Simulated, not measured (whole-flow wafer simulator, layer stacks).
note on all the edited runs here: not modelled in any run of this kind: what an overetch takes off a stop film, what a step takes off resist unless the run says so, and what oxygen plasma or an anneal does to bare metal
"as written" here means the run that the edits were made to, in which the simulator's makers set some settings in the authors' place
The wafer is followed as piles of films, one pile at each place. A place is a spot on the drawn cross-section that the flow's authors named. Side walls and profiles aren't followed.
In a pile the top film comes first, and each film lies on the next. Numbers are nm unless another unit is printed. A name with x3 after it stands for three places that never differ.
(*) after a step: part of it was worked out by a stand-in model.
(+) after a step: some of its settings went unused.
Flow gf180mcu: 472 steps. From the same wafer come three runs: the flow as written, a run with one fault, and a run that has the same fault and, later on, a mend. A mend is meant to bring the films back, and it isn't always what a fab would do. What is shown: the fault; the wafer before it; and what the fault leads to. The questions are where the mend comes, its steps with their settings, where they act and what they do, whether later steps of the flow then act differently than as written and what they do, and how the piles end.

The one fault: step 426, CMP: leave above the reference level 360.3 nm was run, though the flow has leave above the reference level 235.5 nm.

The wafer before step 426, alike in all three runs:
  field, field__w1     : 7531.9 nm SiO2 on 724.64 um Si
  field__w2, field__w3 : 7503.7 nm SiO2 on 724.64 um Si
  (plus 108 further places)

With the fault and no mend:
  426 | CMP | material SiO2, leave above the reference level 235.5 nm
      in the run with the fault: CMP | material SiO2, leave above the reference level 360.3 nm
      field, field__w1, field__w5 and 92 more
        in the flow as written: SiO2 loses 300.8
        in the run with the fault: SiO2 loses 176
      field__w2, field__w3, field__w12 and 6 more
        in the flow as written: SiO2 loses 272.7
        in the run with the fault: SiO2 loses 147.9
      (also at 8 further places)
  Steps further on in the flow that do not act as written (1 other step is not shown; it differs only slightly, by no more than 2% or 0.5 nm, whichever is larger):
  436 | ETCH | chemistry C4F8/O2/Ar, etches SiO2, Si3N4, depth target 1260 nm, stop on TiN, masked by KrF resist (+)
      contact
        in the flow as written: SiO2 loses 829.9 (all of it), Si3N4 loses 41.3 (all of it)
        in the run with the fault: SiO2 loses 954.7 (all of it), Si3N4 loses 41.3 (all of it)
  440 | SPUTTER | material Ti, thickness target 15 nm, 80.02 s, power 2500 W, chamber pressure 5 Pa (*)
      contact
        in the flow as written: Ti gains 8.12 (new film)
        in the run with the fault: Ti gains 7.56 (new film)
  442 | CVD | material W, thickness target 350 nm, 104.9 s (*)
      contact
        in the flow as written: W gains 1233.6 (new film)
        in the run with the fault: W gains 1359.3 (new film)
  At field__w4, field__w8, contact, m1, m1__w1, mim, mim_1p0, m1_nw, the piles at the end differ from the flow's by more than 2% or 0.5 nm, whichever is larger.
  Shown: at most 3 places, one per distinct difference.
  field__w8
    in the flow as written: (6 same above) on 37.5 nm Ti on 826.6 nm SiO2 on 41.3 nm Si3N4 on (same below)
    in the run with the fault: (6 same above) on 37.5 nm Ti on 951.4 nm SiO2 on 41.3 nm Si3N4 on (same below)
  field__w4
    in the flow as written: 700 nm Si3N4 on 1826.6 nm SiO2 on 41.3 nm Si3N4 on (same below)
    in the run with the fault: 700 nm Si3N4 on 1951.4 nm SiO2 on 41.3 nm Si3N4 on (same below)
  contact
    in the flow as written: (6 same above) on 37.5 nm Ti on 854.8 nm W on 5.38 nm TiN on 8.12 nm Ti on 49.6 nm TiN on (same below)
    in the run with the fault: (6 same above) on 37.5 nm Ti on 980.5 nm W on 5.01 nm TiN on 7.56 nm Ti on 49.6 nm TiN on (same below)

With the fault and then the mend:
  After step 426 comes the mend.
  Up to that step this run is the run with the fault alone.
  426a | CMP | material SiO2, leave above the reference level 235.5 nm (a further turn of the flow's step 426)
      field, field__w1, field__w2 and 109 more
        SiO2 loses 124.8
  Every later step of the flow that is run acts as written at every place that is followed.
  The piles end the same as the flow's at every place that both follow.
